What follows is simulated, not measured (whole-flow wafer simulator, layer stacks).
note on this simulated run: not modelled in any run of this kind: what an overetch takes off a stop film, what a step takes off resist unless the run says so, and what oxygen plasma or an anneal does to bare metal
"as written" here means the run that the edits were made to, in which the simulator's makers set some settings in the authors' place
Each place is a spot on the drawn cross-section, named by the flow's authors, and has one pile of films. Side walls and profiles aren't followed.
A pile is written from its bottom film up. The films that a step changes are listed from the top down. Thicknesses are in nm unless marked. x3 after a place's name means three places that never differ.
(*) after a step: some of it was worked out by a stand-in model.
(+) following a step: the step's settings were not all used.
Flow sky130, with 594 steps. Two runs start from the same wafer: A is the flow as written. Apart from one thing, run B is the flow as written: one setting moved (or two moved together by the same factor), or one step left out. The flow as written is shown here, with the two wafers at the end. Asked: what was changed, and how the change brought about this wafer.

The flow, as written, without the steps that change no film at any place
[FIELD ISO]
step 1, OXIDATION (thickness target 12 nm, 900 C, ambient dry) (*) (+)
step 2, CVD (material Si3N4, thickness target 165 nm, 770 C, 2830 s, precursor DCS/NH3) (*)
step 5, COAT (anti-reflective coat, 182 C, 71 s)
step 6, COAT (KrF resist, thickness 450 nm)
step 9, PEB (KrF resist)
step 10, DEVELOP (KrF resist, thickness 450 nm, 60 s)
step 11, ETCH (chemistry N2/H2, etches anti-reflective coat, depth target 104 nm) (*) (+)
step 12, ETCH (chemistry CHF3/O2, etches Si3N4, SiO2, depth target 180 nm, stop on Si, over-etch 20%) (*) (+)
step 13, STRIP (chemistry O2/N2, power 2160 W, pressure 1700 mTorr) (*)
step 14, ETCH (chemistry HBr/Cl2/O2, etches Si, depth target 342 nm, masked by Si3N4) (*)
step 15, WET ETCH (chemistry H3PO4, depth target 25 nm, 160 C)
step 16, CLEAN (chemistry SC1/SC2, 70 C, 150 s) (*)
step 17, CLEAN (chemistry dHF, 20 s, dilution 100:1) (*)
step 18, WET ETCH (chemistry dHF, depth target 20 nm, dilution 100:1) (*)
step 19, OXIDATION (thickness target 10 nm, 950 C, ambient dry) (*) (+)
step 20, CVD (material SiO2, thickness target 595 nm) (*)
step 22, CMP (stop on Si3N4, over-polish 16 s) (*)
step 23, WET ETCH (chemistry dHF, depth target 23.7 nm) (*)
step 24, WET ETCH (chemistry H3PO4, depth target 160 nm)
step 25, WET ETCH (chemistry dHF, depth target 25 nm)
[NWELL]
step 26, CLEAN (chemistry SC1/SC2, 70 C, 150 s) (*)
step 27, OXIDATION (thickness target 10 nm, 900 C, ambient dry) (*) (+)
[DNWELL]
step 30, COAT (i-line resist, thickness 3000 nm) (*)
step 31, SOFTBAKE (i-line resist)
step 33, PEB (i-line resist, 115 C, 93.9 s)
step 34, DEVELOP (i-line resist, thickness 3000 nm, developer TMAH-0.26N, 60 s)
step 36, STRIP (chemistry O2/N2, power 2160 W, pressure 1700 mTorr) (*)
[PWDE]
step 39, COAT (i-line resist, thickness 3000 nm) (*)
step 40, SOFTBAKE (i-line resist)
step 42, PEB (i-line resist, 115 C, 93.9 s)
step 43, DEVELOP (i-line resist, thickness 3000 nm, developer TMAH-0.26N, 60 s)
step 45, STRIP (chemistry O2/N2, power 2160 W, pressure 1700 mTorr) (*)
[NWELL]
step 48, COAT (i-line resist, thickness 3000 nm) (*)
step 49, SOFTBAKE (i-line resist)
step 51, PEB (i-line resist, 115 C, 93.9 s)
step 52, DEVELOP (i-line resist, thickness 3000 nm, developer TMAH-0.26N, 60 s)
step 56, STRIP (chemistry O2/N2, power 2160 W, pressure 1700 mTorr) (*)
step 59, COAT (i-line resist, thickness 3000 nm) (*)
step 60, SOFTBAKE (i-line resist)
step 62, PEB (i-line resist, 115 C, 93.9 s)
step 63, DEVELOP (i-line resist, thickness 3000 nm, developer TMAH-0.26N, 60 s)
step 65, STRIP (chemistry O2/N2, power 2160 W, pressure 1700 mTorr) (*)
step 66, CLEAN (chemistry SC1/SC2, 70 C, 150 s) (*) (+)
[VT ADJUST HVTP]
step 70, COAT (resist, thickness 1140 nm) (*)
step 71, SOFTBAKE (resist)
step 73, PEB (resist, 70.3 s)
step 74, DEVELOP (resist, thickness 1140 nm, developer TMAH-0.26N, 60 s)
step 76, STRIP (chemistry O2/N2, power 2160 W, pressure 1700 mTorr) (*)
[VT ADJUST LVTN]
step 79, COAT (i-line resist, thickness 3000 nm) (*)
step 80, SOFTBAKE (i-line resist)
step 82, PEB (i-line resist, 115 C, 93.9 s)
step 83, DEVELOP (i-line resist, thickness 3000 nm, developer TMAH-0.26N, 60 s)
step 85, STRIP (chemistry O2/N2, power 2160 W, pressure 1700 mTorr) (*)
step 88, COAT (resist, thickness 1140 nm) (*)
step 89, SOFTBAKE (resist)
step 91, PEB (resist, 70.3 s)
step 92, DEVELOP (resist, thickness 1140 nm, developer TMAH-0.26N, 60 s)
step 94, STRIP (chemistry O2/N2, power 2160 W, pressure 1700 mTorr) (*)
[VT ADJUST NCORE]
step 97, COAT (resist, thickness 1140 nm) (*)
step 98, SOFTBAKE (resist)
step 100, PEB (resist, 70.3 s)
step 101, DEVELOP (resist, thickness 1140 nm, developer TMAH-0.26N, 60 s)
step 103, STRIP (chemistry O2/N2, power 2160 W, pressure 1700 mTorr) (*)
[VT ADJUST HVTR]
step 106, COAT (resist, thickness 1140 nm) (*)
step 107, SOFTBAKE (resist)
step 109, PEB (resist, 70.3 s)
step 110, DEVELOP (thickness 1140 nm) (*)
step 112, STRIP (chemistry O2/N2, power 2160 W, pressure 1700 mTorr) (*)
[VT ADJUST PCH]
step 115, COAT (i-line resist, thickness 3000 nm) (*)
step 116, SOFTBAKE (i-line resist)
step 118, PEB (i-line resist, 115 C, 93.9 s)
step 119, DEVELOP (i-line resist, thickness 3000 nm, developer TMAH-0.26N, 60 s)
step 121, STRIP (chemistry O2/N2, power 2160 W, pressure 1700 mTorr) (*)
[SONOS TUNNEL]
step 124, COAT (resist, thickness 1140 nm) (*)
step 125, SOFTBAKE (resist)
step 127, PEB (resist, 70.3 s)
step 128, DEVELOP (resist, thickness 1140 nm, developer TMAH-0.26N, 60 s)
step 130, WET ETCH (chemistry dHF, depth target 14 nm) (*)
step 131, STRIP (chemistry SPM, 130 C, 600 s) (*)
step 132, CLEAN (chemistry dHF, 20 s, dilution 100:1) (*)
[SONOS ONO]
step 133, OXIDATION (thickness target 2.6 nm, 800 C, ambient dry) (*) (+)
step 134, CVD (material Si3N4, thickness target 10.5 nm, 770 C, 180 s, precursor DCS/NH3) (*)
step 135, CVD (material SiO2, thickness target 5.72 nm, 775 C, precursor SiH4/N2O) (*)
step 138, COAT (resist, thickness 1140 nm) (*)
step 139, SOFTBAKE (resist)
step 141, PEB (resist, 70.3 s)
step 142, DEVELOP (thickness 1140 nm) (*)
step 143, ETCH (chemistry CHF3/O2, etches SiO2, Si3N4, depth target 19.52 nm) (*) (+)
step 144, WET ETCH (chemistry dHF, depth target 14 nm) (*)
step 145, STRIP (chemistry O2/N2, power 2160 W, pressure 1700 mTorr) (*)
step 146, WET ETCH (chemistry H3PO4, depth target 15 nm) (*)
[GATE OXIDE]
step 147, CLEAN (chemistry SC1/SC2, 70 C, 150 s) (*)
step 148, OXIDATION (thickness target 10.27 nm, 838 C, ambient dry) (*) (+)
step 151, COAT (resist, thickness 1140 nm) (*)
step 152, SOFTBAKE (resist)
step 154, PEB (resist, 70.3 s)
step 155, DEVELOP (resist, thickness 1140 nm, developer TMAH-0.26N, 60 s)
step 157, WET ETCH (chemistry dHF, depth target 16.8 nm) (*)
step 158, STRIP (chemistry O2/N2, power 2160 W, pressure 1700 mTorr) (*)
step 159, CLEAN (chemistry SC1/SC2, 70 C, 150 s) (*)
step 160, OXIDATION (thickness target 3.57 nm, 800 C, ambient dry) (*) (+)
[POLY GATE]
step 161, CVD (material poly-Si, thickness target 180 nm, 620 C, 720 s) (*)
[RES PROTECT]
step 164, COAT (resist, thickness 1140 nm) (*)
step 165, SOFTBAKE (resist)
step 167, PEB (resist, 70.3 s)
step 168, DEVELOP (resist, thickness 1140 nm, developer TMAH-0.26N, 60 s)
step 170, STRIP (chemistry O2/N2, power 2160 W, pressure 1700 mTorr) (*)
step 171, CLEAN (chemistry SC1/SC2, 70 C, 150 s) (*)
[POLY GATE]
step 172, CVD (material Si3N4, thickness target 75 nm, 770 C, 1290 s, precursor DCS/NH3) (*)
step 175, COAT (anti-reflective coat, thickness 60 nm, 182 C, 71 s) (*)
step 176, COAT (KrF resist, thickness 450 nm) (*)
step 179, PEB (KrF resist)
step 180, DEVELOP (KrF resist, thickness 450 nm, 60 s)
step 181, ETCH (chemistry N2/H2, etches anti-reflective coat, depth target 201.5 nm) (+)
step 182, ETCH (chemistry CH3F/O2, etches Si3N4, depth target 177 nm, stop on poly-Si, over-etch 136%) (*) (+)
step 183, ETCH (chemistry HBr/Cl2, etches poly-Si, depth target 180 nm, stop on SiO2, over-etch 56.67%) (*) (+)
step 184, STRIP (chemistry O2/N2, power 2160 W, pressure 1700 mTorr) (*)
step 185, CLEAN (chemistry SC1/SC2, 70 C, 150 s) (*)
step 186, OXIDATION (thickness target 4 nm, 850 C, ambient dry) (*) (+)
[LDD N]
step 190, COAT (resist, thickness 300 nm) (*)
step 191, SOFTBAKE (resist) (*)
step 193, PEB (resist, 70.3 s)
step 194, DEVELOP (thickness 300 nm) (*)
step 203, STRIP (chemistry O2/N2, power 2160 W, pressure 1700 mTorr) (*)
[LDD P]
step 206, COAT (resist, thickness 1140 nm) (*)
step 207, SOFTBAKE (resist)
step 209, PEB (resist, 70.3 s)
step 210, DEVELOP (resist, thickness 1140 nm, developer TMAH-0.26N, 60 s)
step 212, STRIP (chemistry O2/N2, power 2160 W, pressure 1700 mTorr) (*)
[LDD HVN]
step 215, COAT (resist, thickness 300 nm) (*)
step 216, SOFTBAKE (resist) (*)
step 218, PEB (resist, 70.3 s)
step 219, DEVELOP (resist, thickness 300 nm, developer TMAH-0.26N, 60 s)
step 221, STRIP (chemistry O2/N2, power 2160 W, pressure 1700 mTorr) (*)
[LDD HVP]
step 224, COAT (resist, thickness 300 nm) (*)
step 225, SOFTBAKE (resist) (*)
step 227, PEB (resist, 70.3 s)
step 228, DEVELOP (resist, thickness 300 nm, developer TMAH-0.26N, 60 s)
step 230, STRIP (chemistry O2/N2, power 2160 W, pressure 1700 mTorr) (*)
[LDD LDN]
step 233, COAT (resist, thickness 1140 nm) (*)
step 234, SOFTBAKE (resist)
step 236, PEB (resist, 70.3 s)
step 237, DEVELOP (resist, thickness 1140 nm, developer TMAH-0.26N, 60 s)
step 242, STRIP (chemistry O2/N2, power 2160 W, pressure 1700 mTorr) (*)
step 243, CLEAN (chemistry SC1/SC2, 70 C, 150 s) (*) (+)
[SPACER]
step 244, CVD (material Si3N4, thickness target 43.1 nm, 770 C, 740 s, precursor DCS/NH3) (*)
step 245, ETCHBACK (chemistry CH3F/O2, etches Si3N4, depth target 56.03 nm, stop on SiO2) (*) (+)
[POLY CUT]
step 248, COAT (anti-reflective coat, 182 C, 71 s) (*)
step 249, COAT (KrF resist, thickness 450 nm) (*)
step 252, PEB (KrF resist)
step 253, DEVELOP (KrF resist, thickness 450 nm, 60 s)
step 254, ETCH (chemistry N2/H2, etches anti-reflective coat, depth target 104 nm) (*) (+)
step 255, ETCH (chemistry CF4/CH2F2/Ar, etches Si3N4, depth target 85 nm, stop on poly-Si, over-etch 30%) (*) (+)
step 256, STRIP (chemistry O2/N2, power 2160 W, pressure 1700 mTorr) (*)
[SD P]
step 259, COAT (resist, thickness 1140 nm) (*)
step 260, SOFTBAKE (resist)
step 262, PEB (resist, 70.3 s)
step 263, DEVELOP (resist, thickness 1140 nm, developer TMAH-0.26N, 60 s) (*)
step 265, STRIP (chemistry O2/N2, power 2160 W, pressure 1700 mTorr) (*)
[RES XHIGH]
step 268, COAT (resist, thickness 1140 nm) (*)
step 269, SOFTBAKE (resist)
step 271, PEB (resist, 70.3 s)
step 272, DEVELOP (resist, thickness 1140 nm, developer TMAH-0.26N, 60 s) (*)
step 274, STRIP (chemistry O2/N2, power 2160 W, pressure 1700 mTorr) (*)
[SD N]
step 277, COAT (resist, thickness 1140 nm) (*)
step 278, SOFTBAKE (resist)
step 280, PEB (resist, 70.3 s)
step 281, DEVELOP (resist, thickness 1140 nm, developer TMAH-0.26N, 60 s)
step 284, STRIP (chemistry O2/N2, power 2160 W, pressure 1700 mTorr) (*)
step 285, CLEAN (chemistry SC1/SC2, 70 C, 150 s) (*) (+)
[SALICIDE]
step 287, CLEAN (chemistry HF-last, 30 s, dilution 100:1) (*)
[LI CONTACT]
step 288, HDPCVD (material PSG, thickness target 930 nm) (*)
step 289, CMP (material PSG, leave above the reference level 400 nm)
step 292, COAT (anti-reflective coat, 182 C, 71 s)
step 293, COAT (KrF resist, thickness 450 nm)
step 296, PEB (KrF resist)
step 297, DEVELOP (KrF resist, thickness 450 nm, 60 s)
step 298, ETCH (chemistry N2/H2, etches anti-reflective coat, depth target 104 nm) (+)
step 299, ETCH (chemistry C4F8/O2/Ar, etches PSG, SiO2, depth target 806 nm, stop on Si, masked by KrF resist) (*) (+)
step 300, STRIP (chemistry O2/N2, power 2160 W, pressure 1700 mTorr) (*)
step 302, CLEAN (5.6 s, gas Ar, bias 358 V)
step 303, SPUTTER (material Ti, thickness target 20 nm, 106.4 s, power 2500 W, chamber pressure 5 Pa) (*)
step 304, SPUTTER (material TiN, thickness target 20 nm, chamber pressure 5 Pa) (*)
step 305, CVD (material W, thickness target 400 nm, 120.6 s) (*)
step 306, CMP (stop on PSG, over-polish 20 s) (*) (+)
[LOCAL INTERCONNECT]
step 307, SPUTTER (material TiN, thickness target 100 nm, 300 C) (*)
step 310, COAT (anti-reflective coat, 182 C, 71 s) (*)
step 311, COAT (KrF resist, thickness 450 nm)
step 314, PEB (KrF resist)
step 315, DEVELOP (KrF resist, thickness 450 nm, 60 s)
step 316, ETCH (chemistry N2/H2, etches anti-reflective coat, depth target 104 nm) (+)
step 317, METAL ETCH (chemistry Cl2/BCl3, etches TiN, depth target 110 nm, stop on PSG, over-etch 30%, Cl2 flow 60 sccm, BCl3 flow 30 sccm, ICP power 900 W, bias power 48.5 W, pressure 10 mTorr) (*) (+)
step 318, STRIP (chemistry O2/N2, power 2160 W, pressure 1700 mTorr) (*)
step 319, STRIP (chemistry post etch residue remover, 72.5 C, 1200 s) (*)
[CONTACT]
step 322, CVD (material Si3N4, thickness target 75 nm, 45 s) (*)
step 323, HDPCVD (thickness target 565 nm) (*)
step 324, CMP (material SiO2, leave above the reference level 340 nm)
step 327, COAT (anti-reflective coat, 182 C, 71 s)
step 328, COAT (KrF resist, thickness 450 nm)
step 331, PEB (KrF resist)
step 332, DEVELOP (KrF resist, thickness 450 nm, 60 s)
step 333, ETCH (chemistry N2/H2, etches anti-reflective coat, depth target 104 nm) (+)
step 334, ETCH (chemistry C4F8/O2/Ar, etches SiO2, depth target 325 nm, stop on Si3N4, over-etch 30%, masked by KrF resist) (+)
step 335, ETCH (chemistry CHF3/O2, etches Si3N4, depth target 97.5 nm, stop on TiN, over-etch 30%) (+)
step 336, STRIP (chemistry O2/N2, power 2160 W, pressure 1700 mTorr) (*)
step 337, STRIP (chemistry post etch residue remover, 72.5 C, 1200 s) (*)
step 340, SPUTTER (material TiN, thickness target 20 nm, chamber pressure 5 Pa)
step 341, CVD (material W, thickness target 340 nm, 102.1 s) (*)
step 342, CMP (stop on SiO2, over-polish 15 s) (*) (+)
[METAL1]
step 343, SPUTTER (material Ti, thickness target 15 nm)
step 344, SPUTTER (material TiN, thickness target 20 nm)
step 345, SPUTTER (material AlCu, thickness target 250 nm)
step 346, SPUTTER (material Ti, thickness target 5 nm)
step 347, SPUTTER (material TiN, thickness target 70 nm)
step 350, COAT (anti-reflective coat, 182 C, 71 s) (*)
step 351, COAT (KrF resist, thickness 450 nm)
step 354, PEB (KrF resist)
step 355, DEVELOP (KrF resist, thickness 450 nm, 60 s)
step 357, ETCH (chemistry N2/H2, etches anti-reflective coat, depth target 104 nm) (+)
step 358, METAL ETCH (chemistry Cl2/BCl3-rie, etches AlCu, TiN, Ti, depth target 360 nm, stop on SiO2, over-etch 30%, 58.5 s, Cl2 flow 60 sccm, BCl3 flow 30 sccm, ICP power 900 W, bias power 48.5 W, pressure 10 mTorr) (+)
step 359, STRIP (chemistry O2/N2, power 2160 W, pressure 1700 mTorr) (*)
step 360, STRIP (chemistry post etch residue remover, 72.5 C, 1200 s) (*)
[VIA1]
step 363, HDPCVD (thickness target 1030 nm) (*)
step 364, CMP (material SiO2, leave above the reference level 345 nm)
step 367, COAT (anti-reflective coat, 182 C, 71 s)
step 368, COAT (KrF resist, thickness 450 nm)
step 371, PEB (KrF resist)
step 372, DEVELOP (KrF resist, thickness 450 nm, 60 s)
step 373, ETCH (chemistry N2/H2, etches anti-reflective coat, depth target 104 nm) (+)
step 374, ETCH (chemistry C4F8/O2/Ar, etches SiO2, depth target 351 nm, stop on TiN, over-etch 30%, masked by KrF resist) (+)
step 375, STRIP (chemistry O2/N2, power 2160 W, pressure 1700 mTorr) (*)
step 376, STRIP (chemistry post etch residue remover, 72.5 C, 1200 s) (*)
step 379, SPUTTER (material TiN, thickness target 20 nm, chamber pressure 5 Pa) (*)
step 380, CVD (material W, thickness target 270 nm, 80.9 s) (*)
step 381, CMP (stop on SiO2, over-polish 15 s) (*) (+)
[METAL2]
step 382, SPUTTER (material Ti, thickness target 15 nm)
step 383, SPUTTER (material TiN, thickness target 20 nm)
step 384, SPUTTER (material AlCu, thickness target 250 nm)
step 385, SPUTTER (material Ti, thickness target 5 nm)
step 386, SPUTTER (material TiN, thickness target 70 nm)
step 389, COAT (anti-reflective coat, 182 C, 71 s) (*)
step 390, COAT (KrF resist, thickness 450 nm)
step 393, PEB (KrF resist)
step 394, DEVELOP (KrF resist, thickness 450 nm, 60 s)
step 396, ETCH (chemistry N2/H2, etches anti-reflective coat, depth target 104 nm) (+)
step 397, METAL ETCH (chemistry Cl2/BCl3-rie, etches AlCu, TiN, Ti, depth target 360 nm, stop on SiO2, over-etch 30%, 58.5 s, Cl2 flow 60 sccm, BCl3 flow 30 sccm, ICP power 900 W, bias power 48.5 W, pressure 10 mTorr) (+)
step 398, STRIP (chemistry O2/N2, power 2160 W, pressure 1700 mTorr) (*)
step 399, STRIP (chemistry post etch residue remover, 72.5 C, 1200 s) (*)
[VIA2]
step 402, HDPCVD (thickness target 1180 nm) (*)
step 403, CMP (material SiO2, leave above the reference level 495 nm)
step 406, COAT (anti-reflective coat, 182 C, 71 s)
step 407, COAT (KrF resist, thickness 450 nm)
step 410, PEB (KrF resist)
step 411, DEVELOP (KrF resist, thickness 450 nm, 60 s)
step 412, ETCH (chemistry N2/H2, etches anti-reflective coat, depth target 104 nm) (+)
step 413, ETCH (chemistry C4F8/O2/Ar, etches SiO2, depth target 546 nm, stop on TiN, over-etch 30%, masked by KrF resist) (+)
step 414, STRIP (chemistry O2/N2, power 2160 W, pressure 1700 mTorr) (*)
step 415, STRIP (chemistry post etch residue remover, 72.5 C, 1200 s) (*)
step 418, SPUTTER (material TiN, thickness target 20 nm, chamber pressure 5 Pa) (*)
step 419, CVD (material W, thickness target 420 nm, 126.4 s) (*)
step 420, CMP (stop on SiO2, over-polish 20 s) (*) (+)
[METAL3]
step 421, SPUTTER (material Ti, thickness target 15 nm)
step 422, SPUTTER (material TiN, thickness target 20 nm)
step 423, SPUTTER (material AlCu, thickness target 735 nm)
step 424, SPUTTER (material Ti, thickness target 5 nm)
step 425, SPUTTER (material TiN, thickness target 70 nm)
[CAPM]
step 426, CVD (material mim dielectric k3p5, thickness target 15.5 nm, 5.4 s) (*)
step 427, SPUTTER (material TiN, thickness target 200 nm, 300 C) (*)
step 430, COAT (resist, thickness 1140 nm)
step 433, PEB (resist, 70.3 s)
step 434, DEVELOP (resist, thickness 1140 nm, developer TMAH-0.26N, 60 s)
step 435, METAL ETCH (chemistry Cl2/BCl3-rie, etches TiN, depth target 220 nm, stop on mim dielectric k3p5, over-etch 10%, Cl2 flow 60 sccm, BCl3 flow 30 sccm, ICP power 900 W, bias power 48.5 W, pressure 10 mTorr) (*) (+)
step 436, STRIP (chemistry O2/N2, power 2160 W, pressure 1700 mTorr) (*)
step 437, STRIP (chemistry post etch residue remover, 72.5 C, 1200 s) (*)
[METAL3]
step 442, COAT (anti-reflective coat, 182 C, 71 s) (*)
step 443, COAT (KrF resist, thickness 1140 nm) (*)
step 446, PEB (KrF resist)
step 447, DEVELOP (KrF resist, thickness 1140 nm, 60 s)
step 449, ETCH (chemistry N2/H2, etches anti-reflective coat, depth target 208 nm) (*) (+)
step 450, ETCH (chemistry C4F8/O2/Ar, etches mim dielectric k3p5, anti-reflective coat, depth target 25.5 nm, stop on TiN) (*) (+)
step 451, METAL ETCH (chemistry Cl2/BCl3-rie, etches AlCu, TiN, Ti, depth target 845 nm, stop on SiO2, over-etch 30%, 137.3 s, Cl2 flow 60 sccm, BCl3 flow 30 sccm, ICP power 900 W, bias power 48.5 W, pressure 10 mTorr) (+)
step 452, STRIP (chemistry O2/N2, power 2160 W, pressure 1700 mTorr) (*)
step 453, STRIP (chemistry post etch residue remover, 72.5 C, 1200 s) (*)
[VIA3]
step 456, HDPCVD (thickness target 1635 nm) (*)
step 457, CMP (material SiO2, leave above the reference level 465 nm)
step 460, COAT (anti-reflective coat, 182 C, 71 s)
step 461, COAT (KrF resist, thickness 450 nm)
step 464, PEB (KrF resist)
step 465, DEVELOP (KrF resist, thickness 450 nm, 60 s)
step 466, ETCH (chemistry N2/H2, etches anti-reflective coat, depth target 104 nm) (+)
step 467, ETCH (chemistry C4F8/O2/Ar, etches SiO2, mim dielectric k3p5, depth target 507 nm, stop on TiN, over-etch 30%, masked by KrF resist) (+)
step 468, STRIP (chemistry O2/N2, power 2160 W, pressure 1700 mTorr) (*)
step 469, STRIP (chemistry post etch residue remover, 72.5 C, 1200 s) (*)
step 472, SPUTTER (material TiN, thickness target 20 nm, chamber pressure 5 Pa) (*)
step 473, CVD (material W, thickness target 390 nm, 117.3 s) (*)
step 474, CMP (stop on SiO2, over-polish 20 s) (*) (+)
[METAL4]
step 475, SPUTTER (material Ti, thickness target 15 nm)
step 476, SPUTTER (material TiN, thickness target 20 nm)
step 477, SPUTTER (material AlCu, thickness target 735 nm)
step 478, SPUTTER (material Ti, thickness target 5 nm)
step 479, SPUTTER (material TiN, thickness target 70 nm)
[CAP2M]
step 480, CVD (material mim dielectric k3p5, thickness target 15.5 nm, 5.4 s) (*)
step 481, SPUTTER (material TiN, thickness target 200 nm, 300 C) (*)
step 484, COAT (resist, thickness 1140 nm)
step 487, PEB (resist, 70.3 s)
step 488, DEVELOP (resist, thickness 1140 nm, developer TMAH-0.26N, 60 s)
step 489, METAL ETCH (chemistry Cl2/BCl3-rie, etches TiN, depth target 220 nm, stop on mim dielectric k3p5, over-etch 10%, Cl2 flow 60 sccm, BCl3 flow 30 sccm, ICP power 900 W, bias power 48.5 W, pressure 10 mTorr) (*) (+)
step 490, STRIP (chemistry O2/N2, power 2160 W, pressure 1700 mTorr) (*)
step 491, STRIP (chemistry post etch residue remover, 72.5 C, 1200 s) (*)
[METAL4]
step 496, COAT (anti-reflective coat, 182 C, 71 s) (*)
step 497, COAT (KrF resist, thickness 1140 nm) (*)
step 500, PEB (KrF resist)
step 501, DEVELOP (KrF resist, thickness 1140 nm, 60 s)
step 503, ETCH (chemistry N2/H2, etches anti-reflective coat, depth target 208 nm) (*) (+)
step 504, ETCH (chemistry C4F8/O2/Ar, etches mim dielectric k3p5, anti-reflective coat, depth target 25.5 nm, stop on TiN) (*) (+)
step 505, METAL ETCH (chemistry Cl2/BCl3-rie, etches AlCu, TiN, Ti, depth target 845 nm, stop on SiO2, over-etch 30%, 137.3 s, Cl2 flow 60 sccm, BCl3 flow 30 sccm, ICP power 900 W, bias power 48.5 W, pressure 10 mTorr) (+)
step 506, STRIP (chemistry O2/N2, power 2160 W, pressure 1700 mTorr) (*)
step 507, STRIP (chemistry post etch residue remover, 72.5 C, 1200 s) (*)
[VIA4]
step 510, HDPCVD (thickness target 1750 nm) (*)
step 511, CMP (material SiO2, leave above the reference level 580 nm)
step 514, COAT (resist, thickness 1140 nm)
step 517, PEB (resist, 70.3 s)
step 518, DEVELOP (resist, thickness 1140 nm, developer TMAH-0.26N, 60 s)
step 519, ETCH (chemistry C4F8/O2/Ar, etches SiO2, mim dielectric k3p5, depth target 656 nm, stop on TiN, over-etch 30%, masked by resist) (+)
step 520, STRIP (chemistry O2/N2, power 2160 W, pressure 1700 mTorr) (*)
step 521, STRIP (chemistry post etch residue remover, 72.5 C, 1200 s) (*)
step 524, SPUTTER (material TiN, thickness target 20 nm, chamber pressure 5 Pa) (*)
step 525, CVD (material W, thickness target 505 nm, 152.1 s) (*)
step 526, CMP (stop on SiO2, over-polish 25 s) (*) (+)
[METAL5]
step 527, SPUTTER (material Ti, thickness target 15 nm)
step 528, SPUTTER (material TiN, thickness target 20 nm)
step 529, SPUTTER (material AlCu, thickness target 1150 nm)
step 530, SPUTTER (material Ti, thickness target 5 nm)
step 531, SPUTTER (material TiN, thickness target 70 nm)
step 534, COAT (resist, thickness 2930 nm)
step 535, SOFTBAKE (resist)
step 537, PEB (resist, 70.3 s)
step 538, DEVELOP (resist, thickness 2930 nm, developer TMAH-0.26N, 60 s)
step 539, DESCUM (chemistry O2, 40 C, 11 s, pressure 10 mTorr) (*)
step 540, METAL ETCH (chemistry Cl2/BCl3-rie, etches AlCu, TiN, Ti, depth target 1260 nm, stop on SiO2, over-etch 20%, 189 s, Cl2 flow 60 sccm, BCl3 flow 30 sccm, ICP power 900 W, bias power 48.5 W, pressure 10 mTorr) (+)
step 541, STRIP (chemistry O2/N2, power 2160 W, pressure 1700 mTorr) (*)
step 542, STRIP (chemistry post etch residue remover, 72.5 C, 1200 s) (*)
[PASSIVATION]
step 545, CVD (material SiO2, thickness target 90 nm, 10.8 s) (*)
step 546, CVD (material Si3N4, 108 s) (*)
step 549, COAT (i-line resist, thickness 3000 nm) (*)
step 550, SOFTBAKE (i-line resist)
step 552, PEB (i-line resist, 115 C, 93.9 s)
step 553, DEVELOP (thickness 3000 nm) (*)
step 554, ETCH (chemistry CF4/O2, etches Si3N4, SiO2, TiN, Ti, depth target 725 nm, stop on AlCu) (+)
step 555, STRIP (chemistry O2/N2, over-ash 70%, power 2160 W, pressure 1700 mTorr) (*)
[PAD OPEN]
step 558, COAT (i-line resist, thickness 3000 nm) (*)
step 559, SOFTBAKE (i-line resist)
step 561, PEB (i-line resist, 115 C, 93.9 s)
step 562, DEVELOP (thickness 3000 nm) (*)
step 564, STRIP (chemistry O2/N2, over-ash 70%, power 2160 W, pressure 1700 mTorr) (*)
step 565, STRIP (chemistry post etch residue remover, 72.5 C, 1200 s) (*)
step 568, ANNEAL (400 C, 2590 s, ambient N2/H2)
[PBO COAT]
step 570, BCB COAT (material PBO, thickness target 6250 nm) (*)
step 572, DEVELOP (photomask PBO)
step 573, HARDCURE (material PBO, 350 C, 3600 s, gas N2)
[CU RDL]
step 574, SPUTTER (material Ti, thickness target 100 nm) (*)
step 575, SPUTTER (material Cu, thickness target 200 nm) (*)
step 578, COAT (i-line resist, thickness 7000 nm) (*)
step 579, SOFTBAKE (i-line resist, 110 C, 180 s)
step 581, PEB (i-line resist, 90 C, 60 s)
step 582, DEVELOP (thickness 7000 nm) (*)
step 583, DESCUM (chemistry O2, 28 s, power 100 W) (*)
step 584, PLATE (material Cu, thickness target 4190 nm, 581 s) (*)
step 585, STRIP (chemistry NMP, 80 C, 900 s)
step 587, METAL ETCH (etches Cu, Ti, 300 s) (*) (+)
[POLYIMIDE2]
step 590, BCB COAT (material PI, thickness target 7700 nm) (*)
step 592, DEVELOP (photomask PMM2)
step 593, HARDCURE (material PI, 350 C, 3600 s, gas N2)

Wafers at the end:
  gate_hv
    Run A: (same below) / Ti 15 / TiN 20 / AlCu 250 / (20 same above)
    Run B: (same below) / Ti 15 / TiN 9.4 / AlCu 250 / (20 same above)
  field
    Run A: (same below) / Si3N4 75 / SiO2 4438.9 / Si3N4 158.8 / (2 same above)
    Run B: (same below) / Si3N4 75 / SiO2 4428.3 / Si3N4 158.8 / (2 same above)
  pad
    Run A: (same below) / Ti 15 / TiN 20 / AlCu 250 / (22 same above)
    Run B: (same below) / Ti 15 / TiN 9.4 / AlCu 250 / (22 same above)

What caused this: step 383, SPUTTER: thickness target 9.4 nm was run, while the flow as written has thickness target 20 nm.
The wafer itself shows it: gate_hv has TiN 9.4, and step 383 as written asks for 20 nm.

How this came from the change, step by step:
  step 383, SPUTTER (material TiN, thickness target 20 nm)
      field, active, n_well and 188 more: A +20 TiN (new film) | B +9.4 TiN (new film)
  step 397, METAL ETCH (chemistry Cl2/BCl3-rie, etches AlCu, TiN, Ti, depth target 360 nm, stop on SiO2, over-etch 30%, 58.5 s, Cl2 flow 60 sccm, BCl3 flow 30 sccm, ICP power 900 W, bias power 48.5 W, pressure 10 mTorr) (+)
      field, active, gate and 82 more: A -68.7 TiN (all of it), -5 Ti (all of it), -250 AlCu (all of it), -20 TiN (all of it), -15 Ti (all of it), -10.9 SiO2 | B -68.7 TiN (all of it), -5 Ti (all of it), -250 AlCu (all of it), -9.4 TiN (all of it), -15 Ti (all of it), -12 SiO2
  step 403, CMP (material SiO2, leave above the reference level 495 nm)
      field, active, gate and 82 more: A -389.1 SiO2 | B -398.6 SiO2
